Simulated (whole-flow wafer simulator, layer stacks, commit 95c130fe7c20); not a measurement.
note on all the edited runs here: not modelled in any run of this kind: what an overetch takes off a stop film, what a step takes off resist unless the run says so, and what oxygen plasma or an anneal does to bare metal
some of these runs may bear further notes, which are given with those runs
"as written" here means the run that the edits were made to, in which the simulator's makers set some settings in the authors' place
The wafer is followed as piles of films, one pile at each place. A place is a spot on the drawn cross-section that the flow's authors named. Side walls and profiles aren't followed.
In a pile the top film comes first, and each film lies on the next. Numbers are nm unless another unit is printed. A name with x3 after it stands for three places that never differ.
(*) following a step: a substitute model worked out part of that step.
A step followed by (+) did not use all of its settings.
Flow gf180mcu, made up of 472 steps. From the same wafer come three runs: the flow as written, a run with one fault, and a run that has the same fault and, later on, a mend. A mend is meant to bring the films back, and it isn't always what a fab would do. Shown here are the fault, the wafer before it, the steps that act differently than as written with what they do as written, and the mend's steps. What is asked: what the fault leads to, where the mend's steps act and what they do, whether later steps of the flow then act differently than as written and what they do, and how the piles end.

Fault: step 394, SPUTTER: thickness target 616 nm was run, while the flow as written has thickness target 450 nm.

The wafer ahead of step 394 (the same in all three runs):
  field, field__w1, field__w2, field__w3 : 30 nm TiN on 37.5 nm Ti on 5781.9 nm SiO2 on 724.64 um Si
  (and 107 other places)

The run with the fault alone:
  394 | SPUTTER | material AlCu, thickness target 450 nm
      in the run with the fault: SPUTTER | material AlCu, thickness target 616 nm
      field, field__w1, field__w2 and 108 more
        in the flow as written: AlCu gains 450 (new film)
        in the run with the fault: AlCu gains 616 (new film)
  Steps further on in the flow that do not act as written (1 other step is not shown; it differs only slightly, by no more than 2% or 0.5 nm, whichever is larger):
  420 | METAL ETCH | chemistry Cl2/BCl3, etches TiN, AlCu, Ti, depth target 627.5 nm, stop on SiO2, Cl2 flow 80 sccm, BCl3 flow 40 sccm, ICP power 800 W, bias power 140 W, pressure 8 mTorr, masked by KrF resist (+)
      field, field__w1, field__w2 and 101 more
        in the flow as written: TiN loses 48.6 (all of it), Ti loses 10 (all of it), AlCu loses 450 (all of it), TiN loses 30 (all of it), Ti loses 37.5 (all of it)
        in the run with the fault: TiN loses 48.6 (all of it), Ti loses 10 (all of it), AlCu loses 568.9
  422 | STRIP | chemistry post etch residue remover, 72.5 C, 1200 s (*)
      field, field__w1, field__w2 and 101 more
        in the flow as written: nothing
        in the run with the fault: AlCu loses 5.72
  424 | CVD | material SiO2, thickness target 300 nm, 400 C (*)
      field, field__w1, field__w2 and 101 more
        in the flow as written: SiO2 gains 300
        in the run with the fault: SiO2 gains 300 (new film)
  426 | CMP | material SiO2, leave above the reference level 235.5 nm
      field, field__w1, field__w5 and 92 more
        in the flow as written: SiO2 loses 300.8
        in the run with the fault: SiO2 loses 243.7
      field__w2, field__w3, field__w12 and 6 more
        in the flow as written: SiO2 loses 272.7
        in the run with the fault: SiO2 loses 212.9
  By the end, the piles at field, field__w1, field__w2 and 109 more depart from the flow's by more than 2% or 0.5 nm, whichever is larger.
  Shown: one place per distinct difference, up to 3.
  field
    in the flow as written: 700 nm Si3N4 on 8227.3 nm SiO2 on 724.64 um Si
    in the run with the fault: 700 nm Si3N4 on 2502.5 nm SiO2 on 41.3 nm AlCu on 30 nm TiN on 37.5 nm Ti on 5781.9 nm SiO2 on 724.64 um Si
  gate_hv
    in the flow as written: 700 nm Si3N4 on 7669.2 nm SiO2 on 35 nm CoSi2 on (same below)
    in the run with the fault: 700 nm Si3N4 on 2502.5 nm SiO2 on 41.3 nm AlCu on 30 nm TiN on 37.5 nm Ti on 5223.8 nm SiO2 on 35 nm CoSi2 on (same below)
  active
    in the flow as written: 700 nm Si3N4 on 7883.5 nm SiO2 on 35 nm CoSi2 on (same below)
    in the run with the fault: 700 nm Si3N4 on 2502.5 nm SiO2 on 41.3 nm AlCu on 30 nm TiN on 37.5 nm Ti on 5438.1 nm SiO2 on 35 nm CoSi2 on (same below)

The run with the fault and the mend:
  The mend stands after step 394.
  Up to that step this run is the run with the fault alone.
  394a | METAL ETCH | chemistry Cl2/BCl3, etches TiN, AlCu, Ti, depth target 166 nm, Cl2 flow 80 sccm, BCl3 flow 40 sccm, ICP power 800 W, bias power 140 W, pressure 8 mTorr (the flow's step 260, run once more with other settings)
      field, field__w1, field__w2 and 108 more
        AlCu loses 166
  Every later step of the flow that is run acts as written at every place that is followed.
  At every place that both follow, the piles at the end match the flow's.
